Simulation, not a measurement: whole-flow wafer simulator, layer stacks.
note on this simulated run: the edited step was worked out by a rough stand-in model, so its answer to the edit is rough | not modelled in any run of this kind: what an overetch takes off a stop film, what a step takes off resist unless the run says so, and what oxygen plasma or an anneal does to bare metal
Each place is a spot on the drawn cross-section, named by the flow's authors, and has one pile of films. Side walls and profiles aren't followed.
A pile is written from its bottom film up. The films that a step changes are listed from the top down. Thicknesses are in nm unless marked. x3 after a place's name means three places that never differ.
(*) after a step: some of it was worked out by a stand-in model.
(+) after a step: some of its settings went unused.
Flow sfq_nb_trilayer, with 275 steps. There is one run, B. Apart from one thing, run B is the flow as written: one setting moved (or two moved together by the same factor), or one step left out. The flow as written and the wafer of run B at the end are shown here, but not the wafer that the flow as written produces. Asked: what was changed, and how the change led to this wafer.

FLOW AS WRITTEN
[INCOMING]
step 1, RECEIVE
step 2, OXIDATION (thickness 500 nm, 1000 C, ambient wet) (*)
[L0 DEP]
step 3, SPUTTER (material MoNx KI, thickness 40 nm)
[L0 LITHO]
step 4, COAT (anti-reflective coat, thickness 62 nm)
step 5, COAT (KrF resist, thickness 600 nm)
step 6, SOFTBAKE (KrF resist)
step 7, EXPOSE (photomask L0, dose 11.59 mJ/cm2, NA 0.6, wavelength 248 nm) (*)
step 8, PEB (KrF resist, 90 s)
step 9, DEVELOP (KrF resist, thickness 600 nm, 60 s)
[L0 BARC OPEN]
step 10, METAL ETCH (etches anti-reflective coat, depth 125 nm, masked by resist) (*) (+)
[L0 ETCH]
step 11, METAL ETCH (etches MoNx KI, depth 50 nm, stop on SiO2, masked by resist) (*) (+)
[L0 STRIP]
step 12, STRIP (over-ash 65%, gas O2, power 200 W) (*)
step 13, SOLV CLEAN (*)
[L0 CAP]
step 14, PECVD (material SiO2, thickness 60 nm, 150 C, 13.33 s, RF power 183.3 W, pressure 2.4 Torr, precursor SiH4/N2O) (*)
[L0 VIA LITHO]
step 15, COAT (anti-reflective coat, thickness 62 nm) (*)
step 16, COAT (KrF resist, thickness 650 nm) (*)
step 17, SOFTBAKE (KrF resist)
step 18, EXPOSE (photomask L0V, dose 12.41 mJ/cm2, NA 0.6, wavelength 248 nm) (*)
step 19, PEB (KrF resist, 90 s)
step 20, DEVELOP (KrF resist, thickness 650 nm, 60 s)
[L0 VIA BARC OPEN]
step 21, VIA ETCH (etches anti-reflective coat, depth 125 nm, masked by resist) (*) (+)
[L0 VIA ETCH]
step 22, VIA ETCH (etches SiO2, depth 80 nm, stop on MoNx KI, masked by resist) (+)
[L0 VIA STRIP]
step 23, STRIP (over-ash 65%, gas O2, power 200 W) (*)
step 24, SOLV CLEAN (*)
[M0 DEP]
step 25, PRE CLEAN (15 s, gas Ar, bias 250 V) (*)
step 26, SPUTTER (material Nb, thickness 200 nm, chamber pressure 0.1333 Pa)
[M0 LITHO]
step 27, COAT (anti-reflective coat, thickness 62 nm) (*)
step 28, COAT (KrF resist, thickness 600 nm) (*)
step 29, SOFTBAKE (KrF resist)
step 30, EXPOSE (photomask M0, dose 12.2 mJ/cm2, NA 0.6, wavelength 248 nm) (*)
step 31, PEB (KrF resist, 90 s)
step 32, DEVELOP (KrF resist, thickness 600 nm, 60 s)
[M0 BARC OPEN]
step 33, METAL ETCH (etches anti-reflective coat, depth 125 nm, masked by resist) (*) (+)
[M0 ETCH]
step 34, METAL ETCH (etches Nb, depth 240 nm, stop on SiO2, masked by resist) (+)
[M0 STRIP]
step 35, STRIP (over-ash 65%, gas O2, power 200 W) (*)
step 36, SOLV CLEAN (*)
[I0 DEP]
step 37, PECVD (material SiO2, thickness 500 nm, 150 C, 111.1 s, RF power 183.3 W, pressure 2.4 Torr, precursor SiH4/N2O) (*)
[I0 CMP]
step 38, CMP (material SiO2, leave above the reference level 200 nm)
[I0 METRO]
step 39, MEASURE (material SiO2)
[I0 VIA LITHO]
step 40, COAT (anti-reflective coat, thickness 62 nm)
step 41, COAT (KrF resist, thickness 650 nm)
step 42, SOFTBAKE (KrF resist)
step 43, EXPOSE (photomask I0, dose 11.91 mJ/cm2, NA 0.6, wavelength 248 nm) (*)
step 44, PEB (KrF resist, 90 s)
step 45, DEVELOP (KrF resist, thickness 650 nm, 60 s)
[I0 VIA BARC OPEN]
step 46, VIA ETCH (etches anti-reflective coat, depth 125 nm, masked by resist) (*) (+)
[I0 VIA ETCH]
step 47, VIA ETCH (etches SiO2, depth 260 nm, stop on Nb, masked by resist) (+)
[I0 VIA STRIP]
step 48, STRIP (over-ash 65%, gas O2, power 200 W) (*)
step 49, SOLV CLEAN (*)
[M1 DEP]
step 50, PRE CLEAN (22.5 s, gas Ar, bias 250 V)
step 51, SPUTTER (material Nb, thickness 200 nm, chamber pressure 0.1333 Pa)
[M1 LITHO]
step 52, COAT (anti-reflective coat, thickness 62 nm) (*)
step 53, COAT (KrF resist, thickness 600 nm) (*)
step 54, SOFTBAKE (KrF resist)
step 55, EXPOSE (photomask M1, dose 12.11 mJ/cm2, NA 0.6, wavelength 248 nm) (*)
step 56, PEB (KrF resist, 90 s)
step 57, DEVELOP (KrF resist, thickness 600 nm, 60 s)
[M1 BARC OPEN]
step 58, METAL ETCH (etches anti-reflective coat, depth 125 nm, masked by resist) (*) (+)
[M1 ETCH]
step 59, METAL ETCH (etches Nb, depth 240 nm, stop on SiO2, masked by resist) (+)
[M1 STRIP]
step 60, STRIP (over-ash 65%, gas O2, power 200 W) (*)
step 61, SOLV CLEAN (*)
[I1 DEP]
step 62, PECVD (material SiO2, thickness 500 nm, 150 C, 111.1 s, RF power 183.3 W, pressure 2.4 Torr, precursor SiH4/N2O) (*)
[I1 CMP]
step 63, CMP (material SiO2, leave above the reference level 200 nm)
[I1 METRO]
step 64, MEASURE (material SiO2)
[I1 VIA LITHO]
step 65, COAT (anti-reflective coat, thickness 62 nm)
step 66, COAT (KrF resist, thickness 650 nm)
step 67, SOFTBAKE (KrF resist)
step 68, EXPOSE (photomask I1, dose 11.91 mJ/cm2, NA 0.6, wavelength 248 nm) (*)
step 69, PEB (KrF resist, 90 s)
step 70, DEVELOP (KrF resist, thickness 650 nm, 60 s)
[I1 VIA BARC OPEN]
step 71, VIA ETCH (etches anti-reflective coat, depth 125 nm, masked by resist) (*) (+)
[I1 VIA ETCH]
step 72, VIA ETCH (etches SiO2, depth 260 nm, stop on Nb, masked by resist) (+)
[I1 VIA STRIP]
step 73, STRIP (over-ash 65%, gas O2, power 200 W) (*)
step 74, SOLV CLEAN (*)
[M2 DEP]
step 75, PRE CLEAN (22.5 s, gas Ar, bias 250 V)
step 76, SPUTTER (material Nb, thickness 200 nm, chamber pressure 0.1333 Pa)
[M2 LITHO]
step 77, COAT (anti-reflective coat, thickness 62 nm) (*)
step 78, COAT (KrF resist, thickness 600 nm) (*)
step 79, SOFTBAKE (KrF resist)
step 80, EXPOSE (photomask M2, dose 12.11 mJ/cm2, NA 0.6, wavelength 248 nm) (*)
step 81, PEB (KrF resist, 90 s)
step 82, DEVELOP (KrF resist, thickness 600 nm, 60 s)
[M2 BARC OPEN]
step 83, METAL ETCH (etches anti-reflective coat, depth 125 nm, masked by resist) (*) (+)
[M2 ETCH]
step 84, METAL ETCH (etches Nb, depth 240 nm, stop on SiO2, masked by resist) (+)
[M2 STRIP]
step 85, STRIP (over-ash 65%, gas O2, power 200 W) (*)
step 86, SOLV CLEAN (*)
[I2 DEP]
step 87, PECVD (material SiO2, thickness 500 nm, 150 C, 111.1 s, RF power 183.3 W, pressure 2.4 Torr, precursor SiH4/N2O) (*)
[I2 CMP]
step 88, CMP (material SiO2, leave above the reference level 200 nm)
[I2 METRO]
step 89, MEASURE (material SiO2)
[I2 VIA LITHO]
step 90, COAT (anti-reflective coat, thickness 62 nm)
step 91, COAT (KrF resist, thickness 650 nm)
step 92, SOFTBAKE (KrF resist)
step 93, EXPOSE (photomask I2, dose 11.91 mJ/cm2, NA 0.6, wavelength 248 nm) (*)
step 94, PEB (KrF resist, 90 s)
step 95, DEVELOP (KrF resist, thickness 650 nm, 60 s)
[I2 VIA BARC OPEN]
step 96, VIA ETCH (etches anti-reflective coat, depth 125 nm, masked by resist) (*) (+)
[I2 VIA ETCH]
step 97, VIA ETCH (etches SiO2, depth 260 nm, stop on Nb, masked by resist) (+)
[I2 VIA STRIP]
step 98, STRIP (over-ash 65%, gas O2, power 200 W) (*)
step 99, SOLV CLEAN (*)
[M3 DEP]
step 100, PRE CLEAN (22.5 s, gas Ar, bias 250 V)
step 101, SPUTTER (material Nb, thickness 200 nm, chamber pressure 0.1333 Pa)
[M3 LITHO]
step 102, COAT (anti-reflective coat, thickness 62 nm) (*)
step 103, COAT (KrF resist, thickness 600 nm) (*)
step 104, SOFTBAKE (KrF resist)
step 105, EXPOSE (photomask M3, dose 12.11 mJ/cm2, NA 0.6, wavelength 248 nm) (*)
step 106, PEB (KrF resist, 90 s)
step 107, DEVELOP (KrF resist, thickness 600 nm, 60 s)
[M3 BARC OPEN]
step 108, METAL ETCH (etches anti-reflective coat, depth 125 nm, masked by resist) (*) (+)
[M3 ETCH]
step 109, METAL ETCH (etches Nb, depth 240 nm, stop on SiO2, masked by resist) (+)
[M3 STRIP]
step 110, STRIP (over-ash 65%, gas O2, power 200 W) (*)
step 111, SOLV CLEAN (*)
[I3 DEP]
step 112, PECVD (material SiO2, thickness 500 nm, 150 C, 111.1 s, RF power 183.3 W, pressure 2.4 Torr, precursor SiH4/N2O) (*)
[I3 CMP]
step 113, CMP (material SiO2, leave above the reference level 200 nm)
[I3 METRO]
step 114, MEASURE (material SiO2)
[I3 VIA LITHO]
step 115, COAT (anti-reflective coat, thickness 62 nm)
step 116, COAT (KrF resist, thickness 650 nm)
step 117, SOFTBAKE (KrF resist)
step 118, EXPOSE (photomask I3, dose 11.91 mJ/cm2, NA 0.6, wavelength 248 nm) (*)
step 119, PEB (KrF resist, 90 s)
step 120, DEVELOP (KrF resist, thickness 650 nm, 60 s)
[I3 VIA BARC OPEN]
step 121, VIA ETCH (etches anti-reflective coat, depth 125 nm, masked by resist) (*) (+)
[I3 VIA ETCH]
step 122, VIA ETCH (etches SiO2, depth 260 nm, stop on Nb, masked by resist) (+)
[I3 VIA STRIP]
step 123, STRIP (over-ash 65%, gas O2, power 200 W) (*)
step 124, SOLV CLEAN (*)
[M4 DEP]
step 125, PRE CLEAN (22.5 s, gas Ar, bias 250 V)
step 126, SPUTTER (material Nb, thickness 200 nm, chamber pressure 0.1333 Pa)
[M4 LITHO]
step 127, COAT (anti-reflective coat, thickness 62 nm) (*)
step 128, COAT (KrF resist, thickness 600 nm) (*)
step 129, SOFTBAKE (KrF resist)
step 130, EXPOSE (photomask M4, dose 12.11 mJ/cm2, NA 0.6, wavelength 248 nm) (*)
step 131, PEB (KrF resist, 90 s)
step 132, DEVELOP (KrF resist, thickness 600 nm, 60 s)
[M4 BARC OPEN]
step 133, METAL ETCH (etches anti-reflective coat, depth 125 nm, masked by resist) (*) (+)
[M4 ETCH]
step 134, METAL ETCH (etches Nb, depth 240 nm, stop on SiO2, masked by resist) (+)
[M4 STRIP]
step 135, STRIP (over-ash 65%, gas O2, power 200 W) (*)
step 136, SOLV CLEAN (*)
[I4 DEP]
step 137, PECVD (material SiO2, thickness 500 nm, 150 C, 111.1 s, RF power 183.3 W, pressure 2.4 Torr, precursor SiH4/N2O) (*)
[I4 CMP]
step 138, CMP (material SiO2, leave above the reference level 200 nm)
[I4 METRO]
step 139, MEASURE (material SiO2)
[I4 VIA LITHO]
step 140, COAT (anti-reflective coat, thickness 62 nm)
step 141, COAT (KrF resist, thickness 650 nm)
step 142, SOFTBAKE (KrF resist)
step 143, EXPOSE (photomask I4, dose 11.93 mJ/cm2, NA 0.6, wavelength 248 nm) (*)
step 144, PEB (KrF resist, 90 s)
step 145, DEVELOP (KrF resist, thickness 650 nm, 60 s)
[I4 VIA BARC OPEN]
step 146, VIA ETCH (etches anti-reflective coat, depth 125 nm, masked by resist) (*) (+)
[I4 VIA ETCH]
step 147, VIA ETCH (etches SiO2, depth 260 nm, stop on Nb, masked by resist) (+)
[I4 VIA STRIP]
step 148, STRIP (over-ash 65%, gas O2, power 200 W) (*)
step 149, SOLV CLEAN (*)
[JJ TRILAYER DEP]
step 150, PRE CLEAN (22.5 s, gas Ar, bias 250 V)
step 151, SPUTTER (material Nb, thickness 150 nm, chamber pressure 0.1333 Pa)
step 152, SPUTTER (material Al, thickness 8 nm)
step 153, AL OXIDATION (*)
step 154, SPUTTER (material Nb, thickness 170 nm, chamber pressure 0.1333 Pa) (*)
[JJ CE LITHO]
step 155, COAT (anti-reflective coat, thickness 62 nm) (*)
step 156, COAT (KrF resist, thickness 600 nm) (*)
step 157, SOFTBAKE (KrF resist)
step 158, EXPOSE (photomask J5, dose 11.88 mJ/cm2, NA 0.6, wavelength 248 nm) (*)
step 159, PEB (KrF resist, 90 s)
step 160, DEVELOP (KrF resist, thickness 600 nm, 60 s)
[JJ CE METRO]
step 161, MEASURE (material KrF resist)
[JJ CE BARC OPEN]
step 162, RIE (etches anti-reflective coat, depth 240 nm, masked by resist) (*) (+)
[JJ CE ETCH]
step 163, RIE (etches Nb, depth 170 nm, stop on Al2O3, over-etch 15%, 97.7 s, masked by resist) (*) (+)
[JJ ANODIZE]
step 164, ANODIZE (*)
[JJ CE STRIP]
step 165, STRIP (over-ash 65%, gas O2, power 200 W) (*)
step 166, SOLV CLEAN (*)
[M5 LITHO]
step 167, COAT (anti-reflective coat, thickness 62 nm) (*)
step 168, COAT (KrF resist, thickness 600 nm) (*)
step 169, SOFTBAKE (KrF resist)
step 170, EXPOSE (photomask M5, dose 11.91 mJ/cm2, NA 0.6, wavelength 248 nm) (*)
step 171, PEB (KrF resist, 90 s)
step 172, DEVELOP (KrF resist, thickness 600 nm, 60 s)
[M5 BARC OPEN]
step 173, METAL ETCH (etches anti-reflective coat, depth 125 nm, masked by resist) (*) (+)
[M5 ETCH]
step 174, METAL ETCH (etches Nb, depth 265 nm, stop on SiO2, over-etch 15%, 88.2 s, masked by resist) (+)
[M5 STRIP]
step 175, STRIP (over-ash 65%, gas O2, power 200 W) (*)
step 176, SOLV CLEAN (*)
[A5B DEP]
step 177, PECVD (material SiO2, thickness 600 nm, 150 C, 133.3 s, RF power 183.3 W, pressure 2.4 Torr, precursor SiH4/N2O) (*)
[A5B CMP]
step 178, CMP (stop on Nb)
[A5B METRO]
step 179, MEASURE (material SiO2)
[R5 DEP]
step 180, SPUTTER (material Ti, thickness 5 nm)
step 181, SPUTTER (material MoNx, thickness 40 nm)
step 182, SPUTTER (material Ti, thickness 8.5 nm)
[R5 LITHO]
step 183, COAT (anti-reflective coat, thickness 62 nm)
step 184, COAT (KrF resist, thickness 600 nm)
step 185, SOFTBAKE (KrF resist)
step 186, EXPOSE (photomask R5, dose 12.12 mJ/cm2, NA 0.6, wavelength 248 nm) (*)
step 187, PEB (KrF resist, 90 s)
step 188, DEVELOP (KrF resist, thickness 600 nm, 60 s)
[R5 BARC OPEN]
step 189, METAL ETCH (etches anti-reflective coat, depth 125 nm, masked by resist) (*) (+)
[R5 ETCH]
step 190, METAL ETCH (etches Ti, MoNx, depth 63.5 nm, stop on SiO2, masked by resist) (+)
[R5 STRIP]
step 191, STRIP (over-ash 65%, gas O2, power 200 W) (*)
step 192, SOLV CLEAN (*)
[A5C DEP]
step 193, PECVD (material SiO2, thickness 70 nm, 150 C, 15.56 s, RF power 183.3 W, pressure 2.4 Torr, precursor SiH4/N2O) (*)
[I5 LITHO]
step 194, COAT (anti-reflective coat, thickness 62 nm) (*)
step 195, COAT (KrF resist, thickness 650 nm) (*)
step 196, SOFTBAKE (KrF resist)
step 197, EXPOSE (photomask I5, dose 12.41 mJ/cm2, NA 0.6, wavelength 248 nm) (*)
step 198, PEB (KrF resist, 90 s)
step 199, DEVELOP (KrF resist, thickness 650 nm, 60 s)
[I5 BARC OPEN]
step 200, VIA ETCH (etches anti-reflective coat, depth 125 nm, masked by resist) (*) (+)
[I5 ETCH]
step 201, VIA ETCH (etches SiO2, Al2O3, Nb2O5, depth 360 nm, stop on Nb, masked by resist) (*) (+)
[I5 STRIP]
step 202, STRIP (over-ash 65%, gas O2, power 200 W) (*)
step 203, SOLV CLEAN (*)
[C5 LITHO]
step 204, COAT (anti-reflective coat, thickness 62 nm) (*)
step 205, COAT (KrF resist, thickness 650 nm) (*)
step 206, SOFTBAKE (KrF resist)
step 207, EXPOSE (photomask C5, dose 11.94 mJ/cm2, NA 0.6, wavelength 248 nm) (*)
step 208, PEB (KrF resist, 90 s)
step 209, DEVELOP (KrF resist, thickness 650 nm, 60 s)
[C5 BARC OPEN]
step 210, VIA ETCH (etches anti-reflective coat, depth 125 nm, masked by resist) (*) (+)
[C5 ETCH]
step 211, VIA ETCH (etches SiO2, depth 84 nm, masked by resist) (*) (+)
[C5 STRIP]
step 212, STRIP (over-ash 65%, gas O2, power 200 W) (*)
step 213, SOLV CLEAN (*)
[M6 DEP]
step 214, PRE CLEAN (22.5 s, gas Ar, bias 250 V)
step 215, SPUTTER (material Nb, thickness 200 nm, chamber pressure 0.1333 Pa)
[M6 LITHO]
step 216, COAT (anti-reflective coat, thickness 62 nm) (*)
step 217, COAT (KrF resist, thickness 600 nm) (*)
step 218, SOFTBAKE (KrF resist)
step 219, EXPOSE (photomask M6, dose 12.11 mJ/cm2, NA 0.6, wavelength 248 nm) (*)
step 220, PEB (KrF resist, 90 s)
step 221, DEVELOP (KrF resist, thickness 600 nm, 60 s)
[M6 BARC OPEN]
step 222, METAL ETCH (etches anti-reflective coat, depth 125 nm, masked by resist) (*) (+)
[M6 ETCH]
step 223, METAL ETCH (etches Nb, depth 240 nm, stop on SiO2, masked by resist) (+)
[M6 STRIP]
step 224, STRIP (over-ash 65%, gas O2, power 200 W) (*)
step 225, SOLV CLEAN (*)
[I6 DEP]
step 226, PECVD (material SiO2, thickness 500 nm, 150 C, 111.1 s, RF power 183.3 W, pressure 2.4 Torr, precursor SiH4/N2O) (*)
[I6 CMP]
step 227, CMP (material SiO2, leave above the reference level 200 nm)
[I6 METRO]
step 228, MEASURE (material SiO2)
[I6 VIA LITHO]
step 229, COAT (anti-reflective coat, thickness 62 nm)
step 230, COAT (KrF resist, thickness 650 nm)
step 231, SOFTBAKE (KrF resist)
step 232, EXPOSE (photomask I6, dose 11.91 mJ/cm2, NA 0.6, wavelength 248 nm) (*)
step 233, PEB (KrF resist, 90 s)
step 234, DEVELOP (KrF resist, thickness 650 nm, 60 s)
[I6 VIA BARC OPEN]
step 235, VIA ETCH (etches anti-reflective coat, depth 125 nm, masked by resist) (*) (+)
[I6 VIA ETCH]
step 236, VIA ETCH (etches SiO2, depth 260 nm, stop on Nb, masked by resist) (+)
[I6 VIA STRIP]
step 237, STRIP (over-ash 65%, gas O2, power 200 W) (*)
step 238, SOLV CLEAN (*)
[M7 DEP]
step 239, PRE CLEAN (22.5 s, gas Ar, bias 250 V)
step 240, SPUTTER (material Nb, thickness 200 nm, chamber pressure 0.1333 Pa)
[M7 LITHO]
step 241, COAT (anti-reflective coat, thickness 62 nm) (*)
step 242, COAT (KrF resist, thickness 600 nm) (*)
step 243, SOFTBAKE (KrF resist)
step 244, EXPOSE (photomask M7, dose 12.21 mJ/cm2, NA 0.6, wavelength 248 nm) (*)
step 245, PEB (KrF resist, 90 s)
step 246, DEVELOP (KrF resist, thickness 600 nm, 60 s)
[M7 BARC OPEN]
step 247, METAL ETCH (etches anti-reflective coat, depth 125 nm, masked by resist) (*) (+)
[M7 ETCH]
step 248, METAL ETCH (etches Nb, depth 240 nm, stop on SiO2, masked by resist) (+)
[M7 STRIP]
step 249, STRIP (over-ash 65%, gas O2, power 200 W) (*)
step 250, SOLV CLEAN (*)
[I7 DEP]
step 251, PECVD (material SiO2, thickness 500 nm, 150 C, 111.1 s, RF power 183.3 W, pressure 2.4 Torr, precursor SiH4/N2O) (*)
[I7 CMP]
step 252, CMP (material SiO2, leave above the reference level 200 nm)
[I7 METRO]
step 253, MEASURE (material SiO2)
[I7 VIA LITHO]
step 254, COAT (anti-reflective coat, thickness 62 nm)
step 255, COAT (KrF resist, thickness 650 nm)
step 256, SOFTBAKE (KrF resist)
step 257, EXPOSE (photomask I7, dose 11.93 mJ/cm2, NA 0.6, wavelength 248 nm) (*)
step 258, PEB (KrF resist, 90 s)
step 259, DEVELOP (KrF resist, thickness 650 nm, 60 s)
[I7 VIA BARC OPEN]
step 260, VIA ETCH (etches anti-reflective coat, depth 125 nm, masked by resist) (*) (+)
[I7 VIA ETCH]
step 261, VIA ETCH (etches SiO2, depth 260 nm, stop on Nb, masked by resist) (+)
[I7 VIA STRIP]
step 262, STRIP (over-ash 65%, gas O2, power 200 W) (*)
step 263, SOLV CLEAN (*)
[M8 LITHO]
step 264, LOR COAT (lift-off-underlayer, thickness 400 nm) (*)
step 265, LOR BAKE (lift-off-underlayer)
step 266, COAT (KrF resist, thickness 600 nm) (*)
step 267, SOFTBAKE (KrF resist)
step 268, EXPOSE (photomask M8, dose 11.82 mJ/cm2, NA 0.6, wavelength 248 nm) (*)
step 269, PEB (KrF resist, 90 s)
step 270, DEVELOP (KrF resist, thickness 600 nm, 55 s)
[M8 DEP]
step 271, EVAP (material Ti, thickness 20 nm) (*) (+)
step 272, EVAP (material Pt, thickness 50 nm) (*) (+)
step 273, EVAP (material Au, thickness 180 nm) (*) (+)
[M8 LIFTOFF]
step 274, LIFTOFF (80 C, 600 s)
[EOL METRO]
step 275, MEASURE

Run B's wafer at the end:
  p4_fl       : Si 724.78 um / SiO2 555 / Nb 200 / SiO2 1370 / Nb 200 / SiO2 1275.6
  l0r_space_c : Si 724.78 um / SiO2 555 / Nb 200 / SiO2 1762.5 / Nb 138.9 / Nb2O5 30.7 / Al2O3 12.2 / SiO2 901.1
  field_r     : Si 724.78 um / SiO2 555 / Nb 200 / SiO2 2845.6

What caused this: step 154, SPUTTER: thickness 69.7 nm was run, while the flow as written has thickness 170 nm.

How this came from the change, step by step:
  step 154, SPUTTER (material Nb, thickness 170 nm, chamber pressure 0.1333 Pa) (*)
      field_l, v_sur, via_sp and 100 more: Nb gains 69.7 (new film) (it would be, as written: Nb gains 170 (new film))
      via_wl, via_wr: Nb gains 42.5 (new film) (it would be, as written: Nb gains 140.7 (new film))
      (also at 1 further place)
  step 155, COAT (anti-reflective coat, thickness 62 nm) (*)
      via_wl, via_wr: anti-reflective coat gains 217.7 (new film) (it would be, as written: anti-reflective coat gains 209.4 (new film))
  step 156, COAT (KrF resist, thickness 600 nm) (*)
      via_w: KrF resist gains 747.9 (new film) (it would be, as written: KrF resist gains 763.8 (new film))
  step 160, DEVELOP (KrF resist, thickness 600 nm, 60 s)
      via_w: KrF resist loses 746.3 (all of it) (it would be, as written: KrF resist loses 762.1 (all of it))
  step 162, RIE (etches anti-reflective coat, depth 240 nm, masked by resist) (*) (+)
      ce_l, c5j, ce_r, wl_jj: KrF resist loses 217.7 (it would be, as written: KrF resist loses 209.4)
      via_wl, via_wr: anti-reflective coat loses 217.7 (all of it) (it would be, as written: anti-reflective coat loses 209.4 (all of it))
  step 163, RIE (etches Nb, depth 170 nm, stop on Al2O3, over-etch 15%, 97.7 s, masked by resist) (*) (+)
      field_l, v_sur, via_sp and 96 more: Nb loses 69.7 (all of it), Al2O3 loses 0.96 (all of it) (it would be, as written: Nb loses 170 (all of it), Al2O3 loses 0.51)
      via_wl, via_wr: Nb loses 42.5 (all of it), Al2O3 loses 0.96 (all of it) (it would be, as written: Nb loses 140.7 (all of it), Al2O3 loses 0.96 (all of it))
      (also at 1 further place)
  step 164, ANODIZE (*)
      field_l, v_sur, via_sp and 96 more: Al2O3 gains 12.2 (new film), Nb2O5 gains 30.7 (new film), Al loses 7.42 (all of it), Nb loses 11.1 (it would be, as written: Al2O3 gains 12.2, Nb2O5 gains 29.9 (new film), Al loses 7.42 (all of it), Nb loses 10.8)
  step 165, STRIP (over-ash 65%, gas O2, power 200 W) (*)
      ce_l: KrF resist loses 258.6 (all of it), anti-reflective coat loses 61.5 (all of it) (it would be, as written: KrF resist loses 266.8 (all of it), anti-reflective coat loses 61.4 (all of it))
      c5j: KrF resist loses 258.6 (all of it), anti-reflective coat loses 61.5 (all of it) (it would be, as written: KrF resist loses 266.9 (all of it), anti-reflective coat loses 61.5 (all of it))
      (also at 2 further places)
  step 167, COAT (anti-reflective coat, thickness 62 nm) (*)
      wl_j_sl, wl_j_sr: anti-reflective coat gains 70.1 (new film) (it would be, as written: anti-reflective coat gains 83.3 (new film))
      gap: anti-reflective coat gains 61.4 (new film) (it would be, as written: anti-reflective coat gains 58.9 (new film))
      (also at 8 further places)
  step 168, COAT (KrF resist, thickness 600 nm) (*)
      ce_l: KrF resist gains 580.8 (new film) (it would be, as written: KrF resist gains 528.3 (new film))
      c5j: KrF resist gains 571.6 (new film) (it would be, as written: KrF resist gains 507.6 (new film))
      (also at 2 further places)
  step 173, METAL ETCH (etches anti-reflective coat, depth 125 nm, masked by resist) (*) (+)
      wl_a_sl: anti-reflective coat loses 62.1 (all of it) (it would be, as written: anti-reflective coat loses 59.7 (all of it), Al2O3 loses 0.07)
  step 174, METAL ETCH (etches Nb, depth 265 nm, stop on SiO2, over-etch 15%, 88.2 s, masked by resist) (+)
      field_l, r_sur, res and 50 more: Al2O3 loses 12.2 (all of it), Nb2O5 loses 30.7 (all of it), Nb loses 138.9 (all of it), SiO2 loses 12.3 (it would be, as written: Al2O3 loses 12.6 (all of it), Nb2O5 loses 29.9 (all of it), Nb loses 139.2 (all of it), SiO2 loses 12.3)
  step 175, STRIP (over-ash 65%, gas O2, power 200 W) (*)
      wl_j_sl, wl_j_sr: KrF resist loses 371.3 (all of it), anti-reflective coat loses 70.1 (all of it) (it would be, as written: KrF resist loses 378 (all of it), anti-reflective coat loses 83.3 (all of it))
      gap: KrF resist loses 372.5 (all of it), anti-reflective coat loses 61.4 (all of it) (it would be, as written: KrF resist loses 383.4 (all of it), anti-reflective coat loses 58.9 (all of it))
      (also at 7 further places)
  step 178, CMP (stop on Nb)
      v_sur, via_sp, via_v and 43 more: SiO2 loses 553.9 (it would be, as written: SiO2 loses 453.5)
      field_l, p4_fl, p4_fm and 39 more: SiO2 loses 359.6 (it would be, as written: SiO2 loses 259.3)
      (also at 14 further places)
  step 201, VIA ETCH (etches SiO2, Al2O3, Nb2O5, depth 360 nm, stop on Nb, masked by resist) (*) (+)
      be: SiO2 loses 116 (all of it), Al2O3 loses 12.2 (all of it), Nb2O5 loses 30.7 (all of it) (it would be, as written: SiO2 loses 216.4 (all of it), Al2O3 loses 12.7 (all of it), Nb2O5 loses 29.9 (all of it))
  step 204, COAT (anti-reflective coat, thickness 62 nm) (*)
      wire: anti-reflective coat gains 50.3 (new film) (it would be, as written: anti-reflective coat gains 47.4 (new film))
      be: anti-reflective coat gains 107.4 (new film) (it would be, as written: anti-reflective coat gains 122.2 (new film))
      (also at 1 further place)
  ... another 7 steps ...
  step 227, CMP (material SiO2, leave above the reference level 200 nm)
      be: SiO2 loses 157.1 (it would be, as written: SiO2 loses 182.7)
